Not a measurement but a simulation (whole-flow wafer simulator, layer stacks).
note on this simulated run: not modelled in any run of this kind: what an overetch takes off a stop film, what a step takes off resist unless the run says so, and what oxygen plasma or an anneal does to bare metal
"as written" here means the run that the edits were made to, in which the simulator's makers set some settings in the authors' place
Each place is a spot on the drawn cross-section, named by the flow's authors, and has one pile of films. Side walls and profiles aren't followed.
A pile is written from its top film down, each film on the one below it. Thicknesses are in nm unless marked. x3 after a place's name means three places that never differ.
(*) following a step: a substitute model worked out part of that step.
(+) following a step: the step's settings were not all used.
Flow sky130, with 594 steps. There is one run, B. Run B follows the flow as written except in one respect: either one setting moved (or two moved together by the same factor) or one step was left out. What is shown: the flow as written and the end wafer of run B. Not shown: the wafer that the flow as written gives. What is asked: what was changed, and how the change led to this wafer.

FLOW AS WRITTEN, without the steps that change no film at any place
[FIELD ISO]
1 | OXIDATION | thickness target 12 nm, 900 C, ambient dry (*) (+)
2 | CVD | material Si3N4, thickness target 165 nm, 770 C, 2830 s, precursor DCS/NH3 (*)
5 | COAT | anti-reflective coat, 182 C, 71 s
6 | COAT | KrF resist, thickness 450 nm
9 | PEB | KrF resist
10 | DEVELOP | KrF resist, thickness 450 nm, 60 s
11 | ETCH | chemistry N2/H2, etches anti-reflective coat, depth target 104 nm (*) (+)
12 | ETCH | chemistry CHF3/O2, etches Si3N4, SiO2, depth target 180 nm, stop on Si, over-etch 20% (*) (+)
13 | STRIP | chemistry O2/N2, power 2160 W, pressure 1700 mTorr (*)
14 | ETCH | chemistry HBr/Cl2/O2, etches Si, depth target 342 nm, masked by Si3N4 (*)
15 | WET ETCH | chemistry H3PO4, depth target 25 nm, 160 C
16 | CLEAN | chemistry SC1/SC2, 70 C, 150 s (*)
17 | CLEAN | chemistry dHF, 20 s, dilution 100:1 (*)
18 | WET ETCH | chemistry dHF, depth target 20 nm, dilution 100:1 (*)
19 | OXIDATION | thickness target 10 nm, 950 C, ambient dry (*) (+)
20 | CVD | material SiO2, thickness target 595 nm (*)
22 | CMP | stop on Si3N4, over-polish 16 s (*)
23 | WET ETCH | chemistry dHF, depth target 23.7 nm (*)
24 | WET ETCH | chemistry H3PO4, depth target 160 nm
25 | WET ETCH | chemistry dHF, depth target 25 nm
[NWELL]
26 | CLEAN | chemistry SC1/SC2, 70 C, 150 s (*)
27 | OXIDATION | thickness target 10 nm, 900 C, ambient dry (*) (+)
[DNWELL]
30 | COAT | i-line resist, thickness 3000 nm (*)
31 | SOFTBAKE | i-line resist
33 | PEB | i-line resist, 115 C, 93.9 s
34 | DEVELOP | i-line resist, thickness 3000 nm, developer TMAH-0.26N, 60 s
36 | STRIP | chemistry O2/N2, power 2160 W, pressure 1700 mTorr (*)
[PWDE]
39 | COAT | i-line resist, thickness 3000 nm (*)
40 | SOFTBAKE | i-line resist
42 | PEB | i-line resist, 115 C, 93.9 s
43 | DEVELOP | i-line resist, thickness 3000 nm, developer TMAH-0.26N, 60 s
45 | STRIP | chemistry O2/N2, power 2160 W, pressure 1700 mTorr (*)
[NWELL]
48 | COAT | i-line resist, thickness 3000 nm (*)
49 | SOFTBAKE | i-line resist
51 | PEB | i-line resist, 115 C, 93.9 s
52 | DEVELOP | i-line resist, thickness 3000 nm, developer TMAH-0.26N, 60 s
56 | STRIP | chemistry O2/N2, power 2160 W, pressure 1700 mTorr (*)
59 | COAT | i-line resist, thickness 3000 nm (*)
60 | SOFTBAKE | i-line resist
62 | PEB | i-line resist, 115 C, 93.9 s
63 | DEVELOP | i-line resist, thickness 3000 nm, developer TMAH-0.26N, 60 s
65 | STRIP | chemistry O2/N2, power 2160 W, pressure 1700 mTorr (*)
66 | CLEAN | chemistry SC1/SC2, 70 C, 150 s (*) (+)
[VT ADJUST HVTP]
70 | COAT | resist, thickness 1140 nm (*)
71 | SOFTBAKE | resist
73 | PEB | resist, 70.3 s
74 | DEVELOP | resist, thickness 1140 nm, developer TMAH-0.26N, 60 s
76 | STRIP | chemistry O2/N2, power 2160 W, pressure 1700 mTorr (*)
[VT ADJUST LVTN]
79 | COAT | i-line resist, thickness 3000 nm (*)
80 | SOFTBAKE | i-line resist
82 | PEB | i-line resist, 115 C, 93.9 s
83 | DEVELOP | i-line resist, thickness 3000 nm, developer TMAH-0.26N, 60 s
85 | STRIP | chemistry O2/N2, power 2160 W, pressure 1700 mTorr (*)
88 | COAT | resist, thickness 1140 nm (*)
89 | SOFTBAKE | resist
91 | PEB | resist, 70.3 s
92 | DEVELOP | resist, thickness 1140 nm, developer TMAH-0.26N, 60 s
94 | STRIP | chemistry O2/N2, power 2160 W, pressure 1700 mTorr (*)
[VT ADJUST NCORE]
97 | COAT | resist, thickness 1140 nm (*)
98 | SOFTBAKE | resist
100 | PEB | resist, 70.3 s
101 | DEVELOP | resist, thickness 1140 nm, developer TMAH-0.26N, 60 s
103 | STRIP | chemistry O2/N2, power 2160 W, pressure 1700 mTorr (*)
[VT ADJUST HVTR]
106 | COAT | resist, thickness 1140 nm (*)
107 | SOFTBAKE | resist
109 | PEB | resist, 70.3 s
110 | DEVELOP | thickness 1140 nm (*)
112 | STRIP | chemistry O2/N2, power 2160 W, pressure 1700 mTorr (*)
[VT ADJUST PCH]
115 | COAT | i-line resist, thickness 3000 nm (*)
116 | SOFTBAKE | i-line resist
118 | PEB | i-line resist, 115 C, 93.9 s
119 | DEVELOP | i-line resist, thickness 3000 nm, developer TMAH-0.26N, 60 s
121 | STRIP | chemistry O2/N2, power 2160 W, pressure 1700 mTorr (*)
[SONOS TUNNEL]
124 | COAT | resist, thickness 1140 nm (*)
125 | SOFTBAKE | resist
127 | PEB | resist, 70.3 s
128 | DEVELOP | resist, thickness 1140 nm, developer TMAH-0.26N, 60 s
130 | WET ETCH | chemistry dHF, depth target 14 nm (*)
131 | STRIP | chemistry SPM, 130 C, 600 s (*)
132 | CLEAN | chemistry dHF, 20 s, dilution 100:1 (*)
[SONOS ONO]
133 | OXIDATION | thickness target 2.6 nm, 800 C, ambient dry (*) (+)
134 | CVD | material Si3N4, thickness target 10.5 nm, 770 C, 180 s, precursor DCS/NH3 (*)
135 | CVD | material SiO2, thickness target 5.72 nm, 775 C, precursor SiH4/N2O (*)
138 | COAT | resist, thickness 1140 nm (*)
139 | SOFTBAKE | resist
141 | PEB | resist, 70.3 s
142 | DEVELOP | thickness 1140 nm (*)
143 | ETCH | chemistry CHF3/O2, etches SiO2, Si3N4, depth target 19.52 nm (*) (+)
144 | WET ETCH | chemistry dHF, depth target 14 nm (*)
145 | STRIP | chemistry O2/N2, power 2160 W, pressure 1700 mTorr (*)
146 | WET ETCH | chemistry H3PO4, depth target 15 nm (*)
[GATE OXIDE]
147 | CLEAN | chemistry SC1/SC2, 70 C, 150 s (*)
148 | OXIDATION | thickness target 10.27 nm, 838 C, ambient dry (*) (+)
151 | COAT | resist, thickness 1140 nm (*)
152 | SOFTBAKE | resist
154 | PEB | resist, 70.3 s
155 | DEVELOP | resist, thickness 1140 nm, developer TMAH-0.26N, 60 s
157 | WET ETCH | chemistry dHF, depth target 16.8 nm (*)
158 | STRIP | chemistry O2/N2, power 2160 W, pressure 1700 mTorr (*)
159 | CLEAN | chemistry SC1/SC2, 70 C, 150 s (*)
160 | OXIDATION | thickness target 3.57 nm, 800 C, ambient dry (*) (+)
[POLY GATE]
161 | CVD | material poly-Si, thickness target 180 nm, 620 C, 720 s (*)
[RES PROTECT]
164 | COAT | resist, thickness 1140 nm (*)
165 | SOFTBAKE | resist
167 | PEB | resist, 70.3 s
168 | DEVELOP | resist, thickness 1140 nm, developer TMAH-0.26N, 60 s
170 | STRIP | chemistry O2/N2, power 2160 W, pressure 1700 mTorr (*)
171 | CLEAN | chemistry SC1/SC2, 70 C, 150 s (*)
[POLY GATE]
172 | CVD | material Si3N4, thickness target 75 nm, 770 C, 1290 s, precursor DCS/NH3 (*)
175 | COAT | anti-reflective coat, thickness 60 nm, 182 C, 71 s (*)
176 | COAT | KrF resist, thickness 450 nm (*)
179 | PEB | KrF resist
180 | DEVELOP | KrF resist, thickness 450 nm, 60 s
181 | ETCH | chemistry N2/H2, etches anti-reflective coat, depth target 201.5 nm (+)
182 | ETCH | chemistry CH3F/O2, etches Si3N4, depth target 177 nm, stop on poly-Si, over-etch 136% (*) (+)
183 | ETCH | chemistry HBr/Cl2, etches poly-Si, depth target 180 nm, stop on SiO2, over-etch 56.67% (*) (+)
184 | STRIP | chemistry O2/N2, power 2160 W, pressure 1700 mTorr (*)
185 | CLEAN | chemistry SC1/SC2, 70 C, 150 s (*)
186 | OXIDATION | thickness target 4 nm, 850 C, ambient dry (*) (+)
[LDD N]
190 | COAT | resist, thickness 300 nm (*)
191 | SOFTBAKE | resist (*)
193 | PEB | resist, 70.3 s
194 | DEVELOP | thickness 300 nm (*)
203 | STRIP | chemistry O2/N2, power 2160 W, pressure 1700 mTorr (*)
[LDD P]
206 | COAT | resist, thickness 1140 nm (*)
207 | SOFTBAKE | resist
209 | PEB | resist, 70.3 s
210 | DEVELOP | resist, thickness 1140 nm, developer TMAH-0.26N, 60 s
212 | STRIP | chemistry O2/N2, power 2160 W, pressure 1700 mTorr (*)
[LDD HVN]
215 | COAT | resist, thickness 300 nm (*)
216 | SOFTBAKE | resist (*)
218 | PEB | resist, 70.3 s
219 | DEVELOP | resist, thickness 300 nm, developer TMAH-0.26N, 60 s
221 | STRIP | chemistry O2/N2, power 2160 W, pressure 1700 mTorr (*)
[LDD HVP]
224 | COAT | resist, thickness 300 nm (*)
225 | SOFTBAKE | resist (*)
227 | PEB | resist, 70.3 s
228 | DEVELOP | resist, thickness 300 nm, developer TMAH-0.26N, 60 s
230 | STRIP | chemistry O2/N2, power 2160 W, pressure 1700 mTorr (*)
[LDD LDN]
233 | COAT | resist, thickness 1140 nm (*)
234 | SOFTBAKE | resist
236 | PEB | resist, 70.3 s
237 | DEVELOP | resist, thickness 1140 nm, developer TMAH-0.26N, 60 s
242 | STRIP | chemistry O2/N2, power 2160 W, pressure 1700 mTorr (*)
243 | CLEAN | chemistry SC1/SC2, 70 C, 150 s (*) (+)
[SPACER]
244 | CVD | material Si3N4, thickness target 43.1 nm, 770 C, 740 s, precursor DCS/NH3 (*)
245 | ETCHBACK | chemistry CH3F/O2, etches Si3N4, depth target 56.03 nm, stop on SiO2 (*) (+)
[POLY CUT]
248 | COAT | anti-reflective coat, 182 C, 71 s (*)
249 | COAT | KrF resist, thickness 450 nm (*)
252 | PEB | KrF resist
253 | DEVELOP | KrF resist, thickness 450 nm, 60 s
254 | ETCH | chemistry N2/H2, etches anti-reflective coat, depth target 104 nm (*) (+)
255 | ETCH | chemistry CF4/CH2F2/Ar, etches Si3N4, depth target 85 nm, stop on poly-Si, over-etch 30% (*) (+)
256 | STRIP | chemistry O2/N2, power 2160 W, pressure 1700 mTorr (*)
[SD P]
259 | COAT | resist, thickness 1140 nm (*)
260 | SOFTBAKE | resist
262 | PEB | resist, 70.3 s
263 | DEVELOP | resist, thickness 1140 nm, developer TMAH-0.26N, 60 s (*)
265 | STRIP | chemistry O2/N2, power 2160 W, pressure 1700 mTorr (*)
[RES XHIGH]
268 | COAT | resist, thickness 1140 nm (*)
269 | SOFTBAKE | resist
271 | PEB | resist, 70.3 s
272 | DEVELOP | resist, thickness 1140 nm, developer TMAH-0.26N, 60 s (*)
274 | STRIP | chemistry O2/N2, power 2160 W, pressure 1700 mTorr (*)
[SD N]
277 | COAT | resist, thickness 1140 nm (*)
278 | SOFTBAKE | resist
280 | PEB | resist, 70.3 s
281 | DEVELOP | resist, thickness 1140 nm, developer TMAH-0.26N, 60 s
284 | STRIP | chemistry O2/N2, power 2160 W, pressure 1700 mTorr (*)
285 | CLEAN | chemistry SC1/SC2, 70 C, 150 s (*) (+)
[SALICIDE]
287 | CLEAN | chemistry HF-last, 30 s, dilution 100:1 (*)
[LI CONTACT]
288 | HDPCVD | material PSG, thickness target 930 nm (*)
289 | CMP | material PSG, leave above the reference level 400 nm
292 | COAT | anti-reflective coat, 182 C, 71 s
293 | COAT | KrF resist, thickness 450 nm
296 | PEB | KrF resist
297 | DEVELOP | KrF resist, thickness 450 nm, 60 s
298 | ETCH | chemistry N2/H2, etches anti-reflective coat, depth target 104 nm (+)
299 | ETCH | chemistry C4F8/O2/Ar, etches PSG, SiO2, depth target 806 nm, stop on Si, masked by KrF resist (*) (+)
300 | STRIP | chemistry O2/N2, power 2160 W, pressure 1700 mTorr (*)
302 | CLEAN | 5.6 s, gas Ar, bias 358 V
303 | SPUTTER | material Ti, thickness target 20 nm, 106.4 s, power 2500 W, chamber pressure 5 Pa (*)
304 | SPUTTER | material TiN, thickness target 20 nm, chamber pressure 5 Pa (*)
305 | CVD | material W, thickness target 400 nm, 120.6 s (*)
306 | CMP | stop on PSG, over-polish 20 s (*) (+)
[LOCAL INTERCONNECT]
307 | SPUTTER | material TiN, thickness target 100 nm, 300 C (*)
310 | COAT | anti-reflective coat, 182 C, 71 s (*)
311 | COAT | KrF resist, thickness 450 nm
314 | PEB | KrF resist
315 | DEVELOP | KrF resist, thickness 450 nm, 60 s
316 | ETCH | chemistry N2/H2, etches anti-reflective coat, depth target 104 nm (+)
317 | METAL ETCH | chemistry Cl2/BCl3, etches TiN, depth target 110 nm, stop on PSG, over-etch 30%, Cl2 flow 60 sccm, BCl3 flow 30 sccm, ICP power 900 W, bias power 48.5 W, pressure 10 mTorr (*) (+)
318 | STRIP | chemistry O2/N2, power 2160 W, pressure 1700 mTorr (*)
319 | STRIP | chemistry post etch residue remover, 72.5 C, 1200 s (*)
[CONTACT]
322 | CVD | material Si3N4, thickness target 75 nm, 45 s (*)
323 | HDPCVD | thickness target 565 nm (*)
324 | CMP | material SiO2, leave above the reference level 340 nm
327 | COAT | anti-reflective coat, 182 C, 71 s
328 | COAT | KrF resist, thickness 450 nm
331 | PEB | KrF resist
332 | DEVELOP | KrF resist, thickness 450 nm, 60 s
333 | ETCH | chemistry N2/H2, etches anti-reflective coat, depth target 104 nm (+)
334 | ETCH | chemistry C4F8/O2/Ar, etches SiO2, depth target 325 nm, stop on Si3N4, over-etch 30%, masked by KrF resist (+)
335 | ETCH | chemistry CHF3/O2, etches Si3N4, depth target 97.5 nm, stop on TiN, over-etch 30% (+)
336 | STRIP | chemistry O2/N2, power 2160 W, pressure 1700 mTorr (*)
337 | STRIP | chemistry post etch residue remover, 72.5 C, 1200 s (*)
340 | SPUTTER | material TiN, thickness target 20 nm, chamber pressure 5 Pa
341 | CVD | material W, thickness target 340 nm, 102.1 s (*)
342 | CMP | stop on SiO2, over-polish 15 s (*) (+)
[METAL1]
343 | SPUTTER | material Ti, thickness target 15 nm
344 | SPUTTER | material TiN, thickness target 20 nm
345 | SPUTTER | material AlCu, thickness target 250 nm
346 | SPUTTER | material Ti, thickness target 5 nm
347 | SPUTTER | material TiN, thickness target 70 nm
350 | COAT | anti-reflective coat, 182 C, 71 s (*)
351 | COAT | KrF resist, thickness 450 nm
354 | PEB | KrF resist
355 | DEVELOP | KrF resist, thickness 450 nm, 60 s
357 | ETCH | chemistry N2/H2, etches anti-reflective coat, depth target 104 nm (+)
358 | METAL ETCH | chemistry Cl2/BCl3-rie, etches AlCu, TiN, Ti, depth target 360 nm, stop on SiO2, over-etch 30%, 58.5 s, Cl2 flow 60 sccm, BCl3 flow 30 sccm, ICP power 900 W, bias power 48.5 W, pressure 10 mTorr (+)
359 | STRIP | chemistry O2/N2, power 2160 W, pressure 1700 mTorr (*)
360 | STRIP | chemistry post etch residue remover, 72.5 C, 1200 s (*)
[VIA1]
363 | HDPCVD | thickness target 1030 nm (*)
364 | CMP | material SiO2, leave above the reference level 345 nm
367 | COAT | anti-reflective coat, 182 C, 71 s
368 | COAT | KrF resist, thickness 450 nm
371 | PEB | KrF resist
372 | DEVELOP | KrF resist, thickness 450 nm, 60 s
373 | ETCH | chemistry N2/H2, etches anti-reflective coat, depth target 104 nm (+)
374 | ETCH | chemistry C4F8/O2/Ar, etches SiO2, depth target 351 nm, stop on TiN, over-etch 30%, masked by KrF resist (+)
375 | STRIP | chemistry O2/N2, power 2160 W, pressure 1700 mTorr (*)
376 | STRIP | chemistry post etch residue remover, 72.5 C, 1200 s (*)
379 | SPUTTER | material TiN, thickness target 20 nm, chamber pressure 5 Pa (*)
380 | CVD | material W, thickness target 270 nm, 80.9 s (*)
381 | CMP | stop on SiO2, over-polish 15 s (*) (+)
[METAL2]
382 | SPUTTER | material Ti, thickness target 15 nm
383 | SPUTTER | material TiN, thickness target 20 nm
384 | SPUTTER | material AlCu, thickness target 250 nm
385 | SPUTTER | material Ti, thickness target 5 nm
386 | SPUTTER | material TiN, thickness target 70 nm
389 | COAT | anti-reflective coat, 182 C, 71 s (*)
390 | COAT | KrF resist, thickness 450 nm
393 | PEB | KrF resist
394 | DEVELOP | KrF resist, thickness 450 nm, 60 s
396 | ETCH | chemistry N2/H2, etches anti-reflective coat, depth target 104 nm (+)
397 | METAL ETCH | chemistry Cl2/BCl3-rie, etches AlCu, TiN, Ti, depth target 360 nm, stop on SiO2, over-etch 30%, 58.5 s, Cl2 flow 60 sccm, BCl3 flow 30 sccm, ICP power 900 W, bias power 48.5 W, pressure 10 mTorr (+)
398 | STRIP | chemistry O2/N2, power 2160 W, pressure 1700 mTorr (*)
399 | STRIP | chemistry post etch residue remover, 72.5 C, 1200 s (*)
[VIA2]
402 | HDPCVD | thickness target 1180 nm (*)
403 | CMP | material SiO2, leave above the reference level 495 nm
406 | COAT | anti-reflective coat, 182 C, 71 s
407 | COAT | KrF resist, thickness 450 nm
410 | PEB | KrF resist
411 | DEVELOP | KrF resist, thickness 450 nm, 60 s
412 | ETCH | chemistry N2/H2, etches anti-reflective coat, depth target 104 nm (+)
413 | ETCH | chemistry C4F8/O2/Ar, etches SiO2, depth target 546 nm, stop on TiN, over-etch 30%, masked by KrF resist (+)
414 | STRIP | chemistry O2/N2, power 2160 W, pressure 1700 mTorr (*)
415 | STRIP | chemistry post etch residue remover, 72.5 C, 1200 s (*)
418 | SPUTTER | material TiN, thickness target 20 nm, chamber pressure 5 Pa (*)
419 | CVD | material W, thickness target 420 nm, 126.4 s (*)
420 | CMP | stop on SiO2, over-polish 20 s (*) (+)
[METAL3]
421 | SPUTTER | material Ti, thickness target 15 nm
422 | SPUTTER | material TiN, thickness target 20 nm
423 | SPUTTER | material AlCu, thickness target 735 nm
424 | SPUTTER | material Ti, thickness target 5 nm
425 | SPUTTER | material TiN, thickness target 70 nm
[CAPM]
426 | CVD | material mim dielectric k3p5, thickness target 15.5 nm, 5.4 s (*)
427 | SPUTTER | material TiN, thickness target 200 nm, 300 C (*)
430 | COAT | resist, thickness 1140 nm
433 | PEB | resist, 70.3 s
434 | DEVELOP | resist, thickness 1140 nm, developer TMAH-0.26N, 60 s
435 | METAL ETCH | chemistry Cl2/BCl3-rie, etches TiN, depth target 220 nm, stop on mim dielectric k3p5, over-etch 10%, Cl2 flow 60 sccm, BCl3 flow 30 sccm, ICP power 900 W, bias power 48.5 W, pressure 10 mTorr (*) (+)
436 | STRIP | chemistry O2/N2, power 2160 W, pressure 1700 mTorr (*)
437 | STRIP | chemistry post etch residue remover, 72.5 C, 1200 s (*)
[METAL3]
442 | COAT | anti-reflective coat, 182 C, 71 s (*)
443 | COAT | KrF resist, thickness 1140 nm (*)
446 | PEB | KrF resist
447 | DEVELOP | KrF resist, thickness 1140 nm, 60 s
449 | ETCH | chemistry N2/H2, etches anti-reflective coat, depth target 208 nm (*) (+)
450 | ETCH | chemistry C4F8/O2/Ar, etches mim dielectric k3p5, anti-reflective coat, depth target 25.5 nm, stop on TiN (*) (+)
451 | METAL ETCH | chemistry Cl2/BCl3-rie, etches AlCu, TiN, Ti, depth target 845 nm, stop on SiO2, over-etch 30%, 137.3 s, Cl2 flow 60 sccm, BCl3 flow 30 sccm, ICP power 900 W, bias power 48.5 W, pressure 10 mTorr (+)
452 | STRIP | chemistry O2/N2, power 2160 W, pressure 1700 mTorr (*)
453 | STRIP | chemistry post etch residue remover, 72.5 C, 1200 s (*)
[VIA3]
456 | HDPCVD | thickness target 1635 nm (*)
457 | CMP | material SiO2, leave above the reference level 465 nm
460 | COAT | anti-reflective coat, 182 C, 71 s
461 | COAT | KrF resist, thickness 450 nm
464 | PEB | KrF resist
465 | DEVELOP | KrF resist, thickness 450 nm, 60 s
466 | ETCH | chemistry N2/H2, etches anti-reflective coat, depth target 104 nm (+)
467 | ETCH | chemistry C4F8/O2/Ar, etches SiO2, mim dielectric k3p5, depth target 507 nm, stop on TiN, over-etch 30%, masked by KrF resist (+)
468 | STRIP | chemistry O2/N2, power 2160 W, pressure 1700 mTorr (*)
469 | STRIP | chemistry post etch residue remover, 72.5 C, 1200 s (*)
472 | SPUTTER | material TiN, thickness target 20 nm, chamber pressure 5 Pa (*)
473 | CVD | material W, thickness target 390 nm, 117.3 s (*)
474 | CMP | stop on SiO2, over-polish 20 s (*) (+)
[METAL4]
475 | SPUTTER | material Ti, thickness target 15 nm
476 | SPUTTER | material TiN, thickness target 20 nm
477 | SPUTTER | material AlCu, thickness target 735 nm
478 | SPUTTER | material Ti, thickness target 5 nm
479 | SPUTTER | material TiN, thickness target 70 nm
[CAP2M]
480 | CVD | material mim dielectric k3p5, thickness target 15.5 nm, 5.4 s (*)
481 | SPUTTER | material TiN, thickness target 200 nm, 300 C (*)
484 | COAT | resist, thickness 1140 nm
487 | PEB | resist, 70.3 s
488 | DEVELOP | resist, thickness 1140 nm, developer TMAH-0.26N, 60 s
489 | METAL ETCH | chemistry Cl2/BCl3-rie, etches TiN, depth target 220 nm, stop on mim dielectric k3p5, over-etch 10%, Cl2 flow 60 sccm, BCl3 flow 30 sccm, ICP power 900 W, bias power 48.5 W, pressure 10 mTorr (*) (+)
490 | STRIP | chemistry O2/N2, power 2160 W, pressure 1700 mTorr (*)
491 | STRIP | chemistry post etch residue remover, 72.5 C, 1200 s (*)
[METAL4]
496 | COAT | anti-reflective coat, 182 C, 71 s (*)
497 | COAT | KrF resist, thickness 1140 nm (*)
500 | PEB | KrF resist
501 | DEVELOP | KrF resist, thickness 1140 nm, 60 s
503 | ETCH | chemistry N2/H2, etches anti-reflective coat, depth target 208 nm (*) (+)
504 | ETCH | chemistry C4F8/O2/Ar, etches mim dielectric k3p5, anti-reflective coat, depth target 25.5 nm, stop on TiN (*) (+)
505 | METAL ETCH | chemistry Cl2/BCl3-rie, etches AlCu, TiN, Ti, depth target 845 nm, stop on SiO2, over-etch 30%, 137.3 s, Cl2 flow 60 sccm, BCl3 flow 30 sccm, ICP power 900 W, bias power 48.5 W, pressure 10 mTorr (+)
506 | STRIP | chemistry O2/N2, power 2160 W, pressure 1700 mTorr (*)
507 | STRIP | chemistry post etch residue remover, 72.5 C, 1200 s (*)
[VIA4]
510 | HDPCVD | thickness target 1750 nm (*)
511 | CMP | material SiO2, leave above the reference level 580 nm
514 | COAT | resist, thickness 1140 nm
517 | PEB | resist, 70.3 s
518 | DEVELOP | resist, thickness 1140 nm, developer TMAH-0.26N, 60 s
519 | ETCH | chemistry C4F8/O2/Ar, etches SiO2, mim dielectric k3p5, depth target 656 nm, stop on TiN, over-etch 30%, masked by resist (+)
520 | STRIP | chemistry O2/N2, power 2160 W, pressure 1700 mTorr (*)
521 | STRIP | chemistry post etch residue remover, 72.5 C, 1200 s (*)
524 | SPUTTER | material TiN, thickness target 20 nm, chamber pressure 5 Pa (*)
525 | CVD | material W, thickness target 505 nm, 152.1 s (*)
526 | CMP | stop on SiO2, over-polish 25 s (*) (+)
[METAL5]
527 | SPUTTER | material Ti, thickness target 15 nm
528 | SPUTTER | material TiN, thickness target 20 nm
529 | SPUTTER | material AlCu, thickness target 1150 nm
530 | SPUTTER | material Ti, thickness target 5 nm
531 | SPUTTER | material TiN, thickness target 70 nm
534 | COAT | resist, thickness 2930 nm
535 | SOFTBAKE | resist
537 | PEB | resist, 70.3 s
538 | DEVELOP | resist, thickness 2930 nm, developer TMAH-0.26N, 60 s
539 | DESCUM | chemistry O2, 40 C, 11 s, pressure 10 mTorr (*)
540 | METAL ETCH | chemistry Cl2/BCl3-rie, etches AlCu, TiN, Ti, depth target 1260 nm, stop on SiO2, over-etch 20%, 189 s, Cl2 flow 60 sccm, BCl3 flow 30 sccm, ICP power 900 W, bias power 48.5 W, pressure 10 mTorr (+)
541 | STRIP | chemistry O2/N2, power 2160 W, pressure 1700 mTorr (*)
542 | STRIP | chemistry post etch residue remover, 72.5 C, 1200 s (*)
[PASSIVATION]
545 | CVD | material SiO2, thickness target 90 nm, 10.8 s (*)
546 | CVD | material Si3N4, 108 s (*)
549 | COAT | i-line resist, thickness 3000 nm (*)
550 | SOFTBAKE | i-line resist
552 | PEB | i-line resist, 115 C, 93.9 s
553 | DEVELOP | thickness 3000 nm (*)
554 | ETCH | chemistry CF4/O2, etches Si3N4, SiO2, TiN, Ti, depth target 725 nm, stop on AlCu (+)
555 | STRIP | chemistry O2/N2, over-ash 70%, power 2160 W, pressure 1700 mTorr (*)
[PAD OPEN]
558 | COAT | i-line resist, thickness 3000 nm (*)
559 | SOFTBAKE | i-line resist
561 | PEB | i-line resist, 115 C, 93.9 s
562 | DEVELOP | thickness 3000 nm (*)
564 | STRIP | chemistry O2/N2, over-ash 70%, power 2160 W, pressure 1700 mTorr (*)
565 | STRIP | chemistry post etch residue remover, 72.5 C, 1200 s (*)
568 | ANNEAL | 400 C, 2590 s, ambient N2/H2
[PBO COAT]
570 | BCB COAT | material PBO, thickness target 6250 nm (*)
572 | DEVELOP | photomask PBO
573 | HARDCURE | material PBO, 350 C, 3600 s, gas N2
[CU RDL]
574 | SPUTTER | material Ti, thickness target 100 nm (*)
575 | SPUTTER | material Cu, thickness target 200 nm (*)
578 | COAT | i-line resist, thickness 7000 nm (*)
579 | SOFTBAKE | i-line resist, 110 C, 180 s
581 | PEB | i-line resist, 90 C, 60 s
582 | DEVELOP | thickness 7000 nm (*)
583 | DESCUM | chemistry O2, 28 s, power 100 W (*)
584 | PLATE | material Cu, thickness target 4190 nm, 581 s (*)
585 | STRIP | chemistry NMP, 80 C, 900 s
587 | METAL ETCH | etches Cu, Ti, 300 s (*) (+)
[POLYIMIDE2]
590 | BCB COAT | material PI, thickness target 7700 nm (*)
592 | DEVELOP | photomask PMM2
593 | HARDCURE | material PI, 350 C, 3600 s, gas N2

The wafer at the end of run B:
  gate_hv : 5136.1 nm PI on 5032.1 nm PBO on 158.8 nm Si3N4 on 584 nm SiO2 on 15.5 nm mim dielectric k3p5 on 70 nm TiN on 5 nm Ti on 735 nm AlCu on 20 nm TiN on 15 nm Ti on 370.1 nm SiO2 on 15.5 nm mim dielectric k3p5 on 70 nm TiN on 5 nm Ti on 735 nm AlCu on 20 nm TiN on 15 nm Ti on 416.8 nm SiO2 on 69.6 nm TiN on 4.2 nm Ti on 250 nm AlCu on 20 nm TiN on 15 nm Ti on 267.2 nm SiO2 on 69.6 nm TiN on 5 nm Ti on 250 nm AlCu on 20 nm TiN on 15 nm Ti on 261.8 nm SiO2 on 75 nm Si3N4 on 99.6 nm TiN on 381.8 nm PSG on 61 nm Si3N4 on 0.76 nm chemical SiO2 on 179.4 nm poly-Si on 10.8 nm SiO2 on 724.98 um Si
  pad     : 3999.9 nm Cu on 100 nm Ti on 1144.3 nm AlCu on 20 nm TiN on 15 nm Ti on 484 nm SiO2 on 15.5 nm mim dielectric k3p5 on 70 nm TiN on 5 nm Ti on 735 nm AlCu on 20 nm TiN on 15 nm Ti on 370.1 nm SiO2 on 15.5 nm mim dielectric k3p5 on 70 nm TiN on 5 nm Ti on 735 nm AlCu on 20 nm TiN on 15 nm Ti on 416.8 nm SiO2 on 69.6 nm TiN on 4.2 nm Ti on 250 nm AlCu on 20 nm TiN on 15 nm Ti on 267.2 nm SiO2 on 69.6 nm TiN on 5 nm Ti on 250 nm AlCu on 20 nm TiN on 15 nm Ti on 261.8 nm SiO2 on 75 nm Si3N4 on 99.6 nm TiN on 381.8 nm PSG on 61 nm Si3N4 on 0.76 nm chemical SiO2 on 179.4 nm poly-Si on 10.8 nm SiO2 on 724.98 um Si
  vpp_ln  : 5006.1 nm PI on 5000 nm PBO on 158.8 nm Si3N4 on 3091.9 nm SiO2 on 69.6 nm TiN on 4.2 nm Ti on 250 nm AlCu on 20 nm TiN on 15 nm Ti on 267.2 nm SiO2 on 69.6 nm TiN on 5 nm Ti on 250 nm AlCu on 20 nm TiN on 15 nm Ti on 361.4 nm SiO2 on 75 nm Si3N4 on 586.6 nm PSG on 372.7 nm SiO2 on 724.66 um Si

What caused this: step 385, SPUTTER: thickness target 4.2 nm was run, whereas the flow has thickness target 5 nm.
The wafer itself shows it: gate_hv has Ti 4.2, and step 385 as written asks for 5 nm.

Step by step, how the change led to this:
  385 | SPUTTER | material Ti, thickness target 5 nm
      field, active, n_well and 188 more: Ti gains 4.2 (new film) (as written it would have been: Ti gains 5 (new film))
  397 | METAL ETCH | chemistry Cl2/BCl3-rie, etches AlCu, TiN, Ti, depth target 360 nm, stop on SiO2, over-etch 30%, 58.5 s, Cl2 flow 60 sccm, BCl3 flow 30 sccm, ICP power 900 W, bias power 48.5 W, pressure 10 mTorr (+)
      field, active, gate and 82 more: TiN loses 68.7 (all of it), Ti loses 4.2 (all of it), AlCu loses 250 (all of it), TiN loses 20 (all of it), Ti loses 15 (all of it), SiO2 loses 11 (as written it would have been: TiN loses 68.7 (all of it), Ti loses 5 (all of it), AlCu loses 250 (all of it), TiN loses 20 (all of it), Ti loses 15 (all of it), SiO2 loses 10.9)
